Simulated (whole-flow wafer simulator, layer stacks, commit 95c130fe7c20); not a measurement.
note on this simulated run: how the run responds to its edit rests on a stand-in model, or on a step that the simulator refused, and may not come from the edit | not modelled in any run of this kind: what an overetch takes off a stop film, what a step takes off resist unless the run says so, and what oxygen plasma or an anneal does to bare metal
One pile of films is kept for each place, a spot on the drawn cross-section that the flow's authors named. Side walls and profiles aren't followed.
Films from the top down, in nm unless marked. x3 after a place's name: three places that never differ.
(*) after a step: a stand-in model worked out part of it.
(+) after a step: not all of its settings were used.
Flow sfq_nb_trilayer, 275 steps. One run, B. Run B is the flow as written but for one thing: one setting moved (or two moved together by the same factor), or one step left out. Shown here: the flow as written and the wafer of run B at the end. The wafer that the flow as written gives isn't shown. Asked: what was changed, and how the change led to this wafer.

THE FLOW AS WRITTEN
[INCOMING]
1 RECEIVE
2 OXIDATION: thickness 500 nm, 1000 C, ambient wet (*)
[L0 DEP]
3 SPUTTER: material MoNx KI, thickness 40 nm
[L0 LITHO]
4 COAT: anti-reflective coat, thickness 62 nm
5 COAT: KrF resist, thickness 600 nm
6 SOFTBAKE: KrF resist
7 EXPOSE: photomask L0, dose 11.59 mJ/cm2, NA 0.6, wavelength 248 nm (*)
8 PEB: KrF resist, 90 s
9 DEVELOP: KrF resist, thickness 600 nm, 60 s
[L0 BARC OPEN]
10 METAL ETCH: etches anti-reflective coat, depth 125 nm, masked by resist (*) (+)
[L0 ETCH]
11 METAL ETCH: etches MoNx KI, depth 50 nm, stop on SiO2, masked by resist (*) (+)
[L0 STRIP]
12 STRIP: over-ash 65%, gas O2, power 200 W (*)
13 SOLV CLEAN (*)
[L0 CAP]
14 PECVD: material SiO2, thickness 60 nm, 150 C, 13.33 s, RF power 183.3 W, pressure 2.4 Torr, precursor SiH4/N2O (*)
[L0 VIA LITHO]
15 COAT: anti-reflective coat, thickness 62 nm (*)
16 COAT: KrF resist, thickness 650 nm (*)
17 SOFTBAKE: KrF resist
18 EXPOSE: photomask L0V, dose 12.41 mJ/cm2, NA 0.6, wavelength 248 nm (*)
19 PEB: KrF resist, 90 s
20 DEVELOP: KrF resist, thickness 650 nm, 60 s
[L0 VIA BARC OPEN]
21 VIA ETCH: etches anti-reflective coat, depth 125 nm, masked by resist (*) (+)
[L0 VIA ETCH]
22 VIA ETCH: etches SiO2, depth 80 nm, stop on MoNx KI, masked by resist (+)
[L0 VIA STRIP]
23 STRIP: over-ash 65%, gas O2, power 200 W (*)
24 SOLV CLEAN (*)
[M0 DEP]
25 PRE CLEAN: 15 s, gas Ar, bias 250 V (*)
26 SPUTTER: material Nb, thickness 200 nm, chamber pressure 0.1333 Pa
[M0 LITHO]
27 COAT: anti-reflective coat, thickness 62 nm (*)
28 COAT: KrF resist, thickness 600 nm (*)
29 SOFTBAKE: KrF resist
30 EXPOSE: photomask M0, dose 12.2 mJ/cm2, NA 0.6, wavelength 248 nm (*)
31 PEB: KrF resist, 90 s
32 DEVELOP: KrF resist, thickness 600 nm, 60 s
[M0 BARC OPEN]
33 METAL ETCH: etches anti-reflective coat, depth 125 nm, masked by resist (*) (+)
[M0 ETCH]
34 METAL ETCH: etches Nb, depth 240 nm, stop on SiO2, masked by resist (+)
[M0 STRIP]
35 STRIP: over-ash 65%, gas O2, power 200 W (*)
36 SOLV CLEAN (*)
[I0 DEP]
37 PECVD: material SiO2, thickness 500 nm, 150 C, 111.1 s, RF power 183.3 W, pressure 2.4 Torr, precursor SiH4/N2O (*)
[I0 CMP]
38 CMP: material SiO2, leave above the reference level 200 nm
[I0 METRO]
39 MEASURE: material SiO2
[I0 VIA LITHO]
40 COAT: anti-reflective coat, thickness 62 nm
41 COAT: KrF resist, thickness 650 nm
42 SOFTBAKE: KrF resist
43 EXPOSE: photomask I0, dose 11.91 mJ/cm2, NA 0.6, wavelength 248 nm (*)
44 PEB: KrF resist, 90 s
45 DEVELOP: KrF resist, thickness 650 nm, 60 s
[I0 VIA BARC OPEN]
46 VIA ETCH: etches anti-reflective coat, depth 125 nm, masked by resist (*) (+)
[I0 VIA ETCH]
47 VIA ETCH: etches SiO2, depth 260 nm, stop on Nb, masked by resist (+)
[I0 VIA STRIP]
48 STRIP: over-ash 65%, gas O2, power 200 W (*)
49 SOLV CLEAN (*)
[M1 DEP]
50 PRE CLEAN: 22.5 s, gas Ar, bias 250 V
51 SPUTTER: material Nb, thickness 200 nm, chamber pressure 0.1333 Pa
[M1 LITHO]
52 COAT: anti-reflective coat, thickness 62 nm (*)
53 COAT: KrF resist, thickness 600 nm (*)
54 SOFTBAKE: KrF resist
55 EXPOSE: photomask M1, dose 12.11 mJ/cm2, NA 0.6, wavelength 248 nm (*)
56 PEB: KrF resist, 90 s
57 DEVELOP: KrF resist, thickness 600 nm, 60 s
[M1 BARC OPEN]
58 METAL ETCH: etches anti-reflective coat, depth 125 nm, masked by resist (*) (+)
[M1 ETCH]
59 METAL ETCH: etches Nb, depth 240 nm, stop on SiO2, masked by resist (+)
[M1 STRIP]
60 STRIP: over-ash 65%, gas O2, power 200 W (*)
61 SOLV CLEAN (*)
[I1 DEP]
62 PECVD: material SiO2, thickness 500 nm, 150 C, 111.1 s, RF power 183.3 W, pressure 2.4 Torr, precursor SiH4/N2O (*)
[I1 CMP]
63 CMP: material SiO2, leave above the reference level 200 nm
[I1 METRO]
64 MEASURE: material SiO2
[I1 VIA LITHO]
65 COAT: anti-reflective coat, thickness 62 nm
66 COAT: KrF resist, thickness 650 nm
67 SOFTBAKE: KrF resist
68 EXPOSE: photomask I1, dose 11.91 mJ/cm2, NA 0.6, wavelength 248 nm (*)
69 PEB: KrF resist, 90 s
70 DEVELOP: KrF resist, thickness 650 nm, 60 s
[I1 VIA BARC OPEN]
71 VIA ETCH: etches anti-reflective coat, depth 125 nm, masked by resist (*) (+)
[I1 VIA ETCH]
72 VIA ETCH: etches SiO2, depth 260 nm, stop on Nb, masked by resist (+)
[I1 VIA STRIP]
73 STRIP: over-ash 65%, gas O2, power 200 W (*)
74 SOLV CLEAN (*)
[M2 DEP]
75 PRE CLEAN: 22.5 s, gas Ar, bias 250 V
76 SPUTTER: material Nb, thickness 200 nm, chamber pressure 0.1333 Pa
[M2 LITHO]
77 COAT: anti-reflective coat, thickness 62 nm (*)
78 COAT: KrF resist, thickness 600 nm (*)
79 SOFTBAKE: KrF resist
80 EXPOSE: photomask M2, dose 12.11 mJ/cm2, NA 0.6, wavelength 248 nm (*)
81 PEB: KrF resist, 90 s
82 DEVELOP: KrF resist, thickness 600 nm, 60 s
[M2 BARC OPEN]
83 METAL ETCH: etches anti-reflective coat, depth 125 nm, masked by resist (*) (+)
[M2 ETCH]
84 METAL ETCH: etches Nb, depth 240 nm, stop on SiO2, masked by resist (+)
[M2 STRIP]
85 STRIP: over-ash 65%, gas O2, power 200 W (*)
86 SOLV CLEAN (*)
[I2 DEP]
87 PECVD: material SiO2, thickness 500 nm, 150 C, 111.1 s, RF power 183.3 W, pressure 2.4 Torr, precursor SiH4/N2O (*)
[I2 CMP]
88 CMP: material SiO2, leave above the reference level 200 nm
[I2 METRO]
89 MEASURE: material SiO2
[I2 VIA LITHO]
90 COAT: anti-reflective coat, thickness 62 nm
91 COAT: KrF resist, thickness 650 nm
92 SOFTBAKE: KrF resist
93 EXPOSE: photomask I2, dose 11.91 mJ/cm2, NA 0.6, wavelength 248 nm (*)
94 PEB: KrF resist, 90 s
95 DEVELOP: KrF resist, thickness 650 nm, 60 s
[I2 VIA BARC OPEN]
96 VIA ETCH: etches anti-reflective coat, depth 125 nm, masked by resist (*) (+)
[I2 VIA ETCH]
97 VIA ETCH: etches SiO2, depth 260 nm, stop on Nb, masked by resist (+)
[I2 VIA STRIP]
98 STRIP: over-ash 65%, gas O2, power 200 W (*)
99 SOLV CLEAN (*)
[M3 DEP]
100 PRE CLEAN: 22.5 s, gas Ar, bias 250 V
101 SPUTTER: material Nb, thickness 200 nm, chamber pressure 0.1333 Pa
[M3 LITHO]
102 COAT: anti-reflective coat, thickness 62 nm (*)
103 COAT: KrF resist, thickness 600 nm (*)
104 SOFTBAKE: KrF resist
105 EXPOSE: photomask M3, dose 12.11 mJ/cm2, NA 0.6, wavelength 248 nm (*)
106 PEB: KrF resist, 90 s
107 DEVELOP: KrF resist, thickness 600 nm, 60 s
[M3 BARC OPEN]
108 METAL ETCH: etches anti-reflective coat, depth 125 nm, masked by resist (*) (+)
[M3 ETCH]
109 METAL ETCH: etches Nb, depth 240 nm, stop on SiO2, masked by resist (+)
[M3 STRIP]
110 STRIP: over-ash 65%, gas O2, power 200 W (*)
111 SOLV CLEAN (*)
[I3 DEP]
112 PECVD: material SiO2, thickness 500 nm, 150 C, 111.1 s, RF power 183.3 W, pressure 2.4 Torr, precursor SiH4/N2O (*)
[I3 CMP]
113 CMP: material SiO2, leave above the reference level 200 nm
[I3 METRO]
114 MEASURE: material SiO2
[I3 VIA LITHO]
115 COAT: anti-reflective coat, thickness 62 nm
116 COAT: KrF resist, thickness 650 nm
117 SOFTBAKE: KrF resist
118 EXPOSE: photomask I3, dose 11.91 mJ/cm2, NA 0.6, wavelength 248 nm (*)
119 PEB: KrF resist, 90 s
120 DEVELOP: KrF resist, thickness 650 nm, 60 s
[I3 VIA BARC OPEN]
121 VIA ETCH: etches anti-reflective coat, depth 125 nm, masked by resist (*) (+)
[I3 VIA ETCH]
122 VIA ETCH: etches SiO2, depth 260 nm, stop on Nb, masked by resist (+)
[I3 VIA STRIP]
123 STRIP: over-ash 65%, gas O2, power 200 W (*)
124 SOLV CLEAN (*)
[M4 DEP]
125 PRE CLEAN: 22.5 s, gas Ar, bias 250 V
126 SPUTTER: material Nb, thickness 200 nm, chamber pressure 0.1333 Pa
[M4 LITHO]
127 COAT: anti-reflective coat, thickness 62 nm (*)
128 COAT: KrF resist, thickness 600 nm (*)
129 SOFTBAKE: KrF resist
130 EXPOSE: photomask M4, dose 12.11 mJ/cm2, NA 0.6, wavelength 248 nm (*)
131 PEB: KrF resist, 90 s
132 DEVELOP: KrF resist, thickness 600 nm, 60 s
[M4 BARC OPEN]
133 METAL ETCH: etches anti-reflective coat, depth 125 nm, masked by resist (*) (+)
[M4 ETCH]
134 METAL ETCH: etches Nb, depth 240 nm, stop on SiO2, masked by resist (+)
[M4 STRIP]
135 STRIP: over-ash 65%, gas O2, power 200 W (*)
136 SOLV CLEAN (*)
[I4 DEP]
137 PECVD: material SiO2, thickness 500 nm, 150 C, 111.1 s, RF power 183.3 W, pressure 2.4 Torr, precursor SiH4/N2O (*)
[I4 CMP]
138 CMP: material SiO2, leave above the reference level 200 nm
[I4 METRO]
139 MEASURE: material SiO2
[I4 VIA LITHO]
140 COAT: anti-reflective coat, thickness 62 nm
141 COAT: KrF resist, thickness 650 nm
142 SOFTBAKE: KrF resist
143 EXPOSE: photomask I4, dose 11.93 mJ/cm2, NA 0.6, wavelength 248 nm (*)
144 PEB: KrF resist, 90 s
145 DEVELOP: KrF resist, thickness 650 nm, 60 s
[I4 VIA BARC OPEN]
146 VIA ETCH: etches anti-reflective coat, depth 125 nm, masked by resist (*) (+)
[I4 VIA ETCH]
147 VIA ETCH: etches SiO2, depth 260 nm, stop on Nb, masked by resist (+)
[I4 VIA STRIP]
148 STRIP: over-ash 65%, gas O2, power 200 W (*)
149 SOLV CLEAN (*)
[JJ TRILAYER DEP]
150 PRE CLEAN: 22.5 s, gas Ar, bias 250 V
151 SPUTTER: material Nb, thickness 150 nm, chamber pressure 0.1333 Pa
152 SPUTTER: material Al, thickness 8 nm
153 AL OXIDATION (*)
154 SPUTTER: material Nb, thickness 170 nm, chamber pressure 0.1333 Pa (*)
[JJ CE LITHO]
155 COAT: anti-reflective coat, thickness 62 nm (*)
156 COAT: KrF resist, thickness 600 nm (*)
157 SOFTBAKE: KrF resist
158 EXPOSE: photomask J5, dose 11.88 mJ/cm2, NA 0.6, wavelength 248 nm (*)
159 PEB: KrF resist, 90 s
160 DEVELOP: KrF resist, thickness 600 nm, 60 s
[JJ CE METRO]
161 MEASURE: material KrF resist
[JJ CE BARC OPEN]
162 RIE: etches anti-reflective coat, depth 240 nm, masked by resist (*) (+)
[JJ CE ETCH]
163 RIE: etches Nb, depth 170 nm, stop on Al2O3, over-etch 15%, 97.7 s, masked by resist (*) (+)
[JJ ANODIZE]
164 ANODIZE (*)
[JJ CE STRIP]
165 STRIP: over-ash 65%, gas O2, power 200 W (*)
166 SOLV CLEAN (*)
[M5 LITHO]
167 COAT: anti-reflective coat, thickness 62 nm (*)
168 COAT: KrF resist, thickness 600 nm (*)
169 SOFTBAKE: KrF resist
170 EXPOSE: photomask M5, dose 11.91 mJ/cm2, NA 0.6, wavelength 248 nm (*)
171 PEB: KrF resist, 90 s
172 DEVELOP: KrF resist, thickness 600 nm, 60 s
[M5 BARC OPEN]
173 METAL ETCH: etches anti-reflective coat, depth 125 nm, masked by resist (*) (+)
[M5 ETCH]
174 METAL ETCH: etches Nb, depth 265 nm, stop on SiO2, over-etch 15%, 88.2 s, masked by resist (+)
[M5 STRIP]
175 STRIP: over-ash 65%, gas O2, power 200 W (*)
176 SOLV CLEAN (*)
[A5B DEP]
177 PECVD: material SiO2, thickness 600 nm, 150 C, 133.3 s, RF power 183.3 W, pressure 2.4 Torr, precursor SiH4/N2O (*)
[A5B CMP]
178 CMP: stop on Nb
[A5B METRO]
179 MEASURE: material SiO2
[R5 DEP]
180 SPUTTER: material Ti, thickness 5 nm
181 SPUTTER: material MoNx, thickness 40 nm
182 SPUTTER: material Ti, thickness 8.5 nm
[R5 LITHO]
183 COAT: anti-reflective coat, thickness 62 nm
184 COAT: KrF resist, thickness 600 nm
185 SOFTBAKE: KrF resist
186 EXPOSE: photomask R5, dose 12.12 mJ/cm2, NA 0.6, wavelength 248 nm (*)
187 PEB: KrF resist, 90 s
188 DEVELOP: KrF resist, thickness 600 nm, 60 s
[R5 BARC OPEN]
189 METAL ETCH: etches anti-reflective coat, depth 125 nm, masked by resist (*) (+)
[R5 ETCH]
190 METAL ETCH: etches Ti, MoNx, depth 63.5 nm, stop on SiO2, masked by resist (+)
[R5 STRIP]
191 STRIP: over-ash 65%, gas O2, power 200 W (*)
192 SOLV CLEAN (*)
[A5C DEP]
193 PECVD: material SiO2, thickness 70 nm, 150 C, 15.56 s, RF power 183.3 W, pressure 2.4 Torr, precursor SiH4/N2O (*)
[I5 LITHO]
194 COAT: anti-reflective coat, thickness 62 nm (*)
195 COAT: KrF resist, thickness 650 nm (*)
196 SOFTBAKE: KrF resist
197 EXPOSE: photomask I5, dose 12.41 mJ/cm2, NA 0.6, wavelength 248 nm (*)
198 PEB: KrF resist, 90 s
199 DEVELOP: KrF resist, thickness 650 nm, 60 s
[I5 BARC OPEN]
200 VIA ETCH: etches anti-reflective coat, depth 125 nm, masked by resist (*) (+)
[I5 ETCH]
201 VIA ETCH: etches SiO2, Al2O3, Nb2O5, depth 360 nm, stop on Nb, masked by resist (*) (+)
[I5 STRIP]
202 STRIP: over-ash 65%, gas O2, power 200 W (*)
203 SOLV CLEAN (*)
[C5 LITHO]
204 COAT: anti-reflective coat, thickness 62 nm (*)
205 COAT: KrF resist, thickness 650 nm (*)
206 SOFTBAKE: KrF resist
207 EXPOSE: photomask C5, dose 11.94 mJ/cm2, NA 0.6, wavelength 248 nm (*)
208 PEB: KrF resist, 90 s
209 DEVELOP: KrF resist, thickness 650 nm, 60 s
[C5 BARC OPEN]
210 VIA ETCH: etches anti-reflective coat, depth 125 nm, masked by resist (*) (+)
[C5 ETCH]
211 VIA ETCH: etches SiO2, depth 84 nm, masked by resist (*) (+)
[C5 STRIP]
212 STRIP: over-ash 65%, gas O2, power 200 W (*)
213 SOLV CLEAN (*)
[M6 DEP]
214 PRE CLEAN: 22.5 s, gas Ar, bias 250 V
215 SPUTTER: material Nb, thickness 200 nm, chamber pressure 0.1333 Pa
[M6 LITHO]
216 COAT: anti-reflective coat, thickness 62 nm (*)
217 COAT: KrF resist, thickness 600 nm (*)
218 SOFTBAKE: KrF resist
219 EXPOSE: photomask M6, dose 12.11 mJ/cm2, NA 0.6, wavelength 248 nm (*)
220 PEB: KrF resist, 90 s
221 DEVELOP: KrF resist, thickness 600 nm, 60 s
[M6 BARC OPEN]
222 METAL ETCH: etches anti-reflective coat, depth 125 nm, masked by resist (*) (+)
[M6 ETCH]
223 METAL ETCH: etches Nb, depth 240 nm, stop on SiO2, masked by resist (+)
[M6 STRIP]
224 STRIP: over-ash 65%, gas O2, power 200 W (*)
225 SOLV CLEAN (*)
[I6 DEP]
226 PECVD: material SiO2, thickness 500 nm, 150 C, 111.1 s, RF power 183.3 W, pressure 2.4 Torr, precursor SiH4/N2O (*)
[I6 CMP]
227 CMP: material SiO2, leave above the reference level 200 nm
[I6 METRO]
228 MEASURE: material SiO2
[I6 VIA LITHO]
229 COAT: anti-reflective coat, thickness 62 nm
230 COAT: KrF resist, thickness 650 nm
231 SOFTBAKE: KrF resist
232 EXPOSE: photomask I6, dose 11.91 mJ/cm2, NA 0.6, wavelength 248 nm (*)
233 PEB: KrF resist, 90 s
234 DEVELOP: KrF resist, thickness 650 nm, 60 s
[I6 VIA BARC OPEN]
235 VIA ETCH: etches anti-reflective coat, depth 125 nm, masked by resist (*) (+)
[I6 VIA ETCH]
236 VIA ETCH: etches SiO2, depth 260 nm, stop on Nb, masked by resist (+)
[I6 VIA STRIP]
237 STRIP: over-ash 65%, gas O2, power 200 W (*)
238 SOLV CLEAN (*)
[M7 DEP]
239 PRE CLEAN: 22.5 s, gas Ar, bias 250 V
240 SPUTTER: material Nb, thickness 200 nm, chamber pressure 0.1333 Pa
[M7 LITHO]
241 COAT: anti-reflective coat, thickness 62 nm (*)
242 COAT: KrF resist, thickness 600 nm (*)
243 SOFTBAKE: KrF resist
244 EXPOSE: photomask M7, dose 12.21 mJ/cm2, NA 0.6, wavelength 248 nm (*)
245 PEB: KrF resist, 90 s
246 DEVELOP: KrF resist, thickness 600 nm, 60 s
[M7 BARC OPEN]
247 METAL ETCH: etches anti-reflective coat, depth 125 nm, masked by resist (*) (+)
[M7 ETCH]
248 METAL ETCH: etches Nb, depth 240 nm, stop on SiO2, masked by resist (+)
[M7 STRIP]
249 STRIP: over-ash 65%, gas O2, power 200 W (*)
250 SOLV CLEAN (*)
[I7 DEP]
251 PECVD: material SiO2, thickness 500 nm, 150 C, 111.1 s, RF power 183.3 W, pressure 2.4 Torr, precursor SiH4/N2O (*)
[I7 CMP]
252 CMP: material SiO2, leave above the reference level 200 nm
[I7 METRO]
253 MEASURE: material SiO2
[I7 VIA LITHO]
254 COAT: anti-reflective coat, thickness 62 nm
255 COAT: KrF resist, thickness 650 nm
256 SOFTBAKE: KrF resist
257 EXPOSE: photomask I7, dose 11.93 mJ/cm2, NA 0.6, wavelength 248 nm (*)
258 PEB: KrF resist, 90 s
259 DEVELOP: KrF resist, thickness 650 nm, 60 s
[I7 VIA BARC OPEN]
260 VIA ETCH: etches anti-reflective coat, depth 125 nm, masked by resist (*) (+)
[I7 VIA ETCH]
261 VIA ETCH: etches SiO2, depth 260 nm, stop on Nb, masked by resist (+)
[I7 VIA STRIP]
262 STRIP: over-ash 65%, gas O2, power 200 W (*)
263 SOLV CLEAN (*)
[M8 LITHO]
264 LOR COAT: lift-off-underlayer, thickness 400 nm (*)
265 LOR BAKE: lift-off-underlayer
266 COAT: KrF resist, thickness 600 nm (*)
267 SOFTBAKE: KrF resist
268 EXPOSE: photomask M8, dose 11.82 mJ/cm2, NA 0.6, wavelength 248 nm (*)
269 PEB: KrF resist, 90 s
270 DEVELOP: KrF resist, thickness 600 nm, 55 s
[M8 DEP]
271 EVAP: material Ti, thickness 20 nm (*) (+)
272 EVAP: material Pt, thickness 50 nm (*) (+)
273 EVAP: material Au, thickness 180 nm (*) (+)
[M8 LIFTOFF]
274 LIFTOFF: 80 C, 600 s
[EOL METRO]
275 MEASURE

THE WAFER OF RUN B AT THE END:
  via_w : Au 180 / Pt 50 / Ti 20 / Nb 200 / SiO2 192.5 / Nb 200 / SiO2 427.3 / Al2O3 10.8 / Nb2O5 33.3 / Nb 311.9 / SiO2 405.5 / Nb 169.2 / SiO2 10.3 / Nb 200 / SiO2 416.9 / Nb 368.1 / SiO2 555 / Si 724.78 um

The cause: step 97, VIA ETCH: depth 182 nm was run, where the flow has depth 260 nm.

How the change led to this, step by step:
  97 VIA ETCH: etches SiO2, depth 260 nm, stop on Nb, masked by resist (+)
      via_w: SiO2 -182 (as written it would be: SiO2 -199.8 (all of it))
      field_l, v_sur, via_wl and 102 more: KrF resist -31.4 (as written it would be: KrF resist -44.8)
  98 STRIP: over-ash 65%, gas O2, power 200 W (*)
      field_l, v_sur, via_wl and 102 more: KrF resist -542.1 (all of it), anti-reflective coat -62 (all of it) (as written it would be: KrF resist -528.6 (all of it), anti-reflective coat -62 (all of it))
  100 PRE CLEAN: 22.5 s, gas Ar, bias 250 V
      via_w: SiO2 -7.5 (as written it would be: Nb -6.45)
  101 SPUTTER: material Nb, thickness 200 nm, chamber pressure 0.1333 Pa
      via_w: Nb +169.2 (new film) (as written it would be: Nb +165.5)
  102 COAT: anti-reflective coat, thickness 62 nm (*)
      via_wl, via_wr: anti-reflective coat +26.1 (new film) (as written it would be: anti-reflective coat +34.2 (new film))
      v_sur: anti-reflective coat +58.4 (new film) (as written it would be: anti-reflective coat +61.1 (new film))
      (and at 2 more places)
  110 STRIP: over-ash 65%, gas O2, power 200 W (*)
      v_sur: KrF resist -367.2 (all of it), anti-reflective coat -58.4 (all of it) (as written it would be: KrF resist -365.3 (all of it), anti-reflective coat -61.1 (all of it))
      via_wl: KrF resist -391.6 (all of it), anti-reflective coat -26.1 (all of it) (as written it would be: KrF resist -384.2 (all of it), anti-reflective coat -34.2 (all of it))
      (and at 3 more places)
  112 PECVD: material SiO2, thickness 500 nm, 150 C, 111.1 s, RF power 183.3 W, pressure 2.4 Torr, precursor SiH4/N2O (*)
      via_w: SiO2 +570 (new film) (as written it would be: SiO2 +615 (new film))
  113 CMP: material SiO2, leave above the reference level 200 nm
      via_w: SiO2 -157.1 (as written it would be: SiO2 -181.6)
Counting metal films that touch as one body, via_w has 6 bodies (between them, from the top down: SiO2 192.5; SiO2 427.3 / Al2O3 10.8 / Nb2O5 33.3; SiO2 405.5; SiO2 10.3; SiO2 416.9); the flow as written gives 5 bodies (between them, from the top down: SiO2 192.5; SiO2 427.3 / Al2O3 10.8 / Nb2O5 33.3; SiO2 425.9; SiO2 416.9).
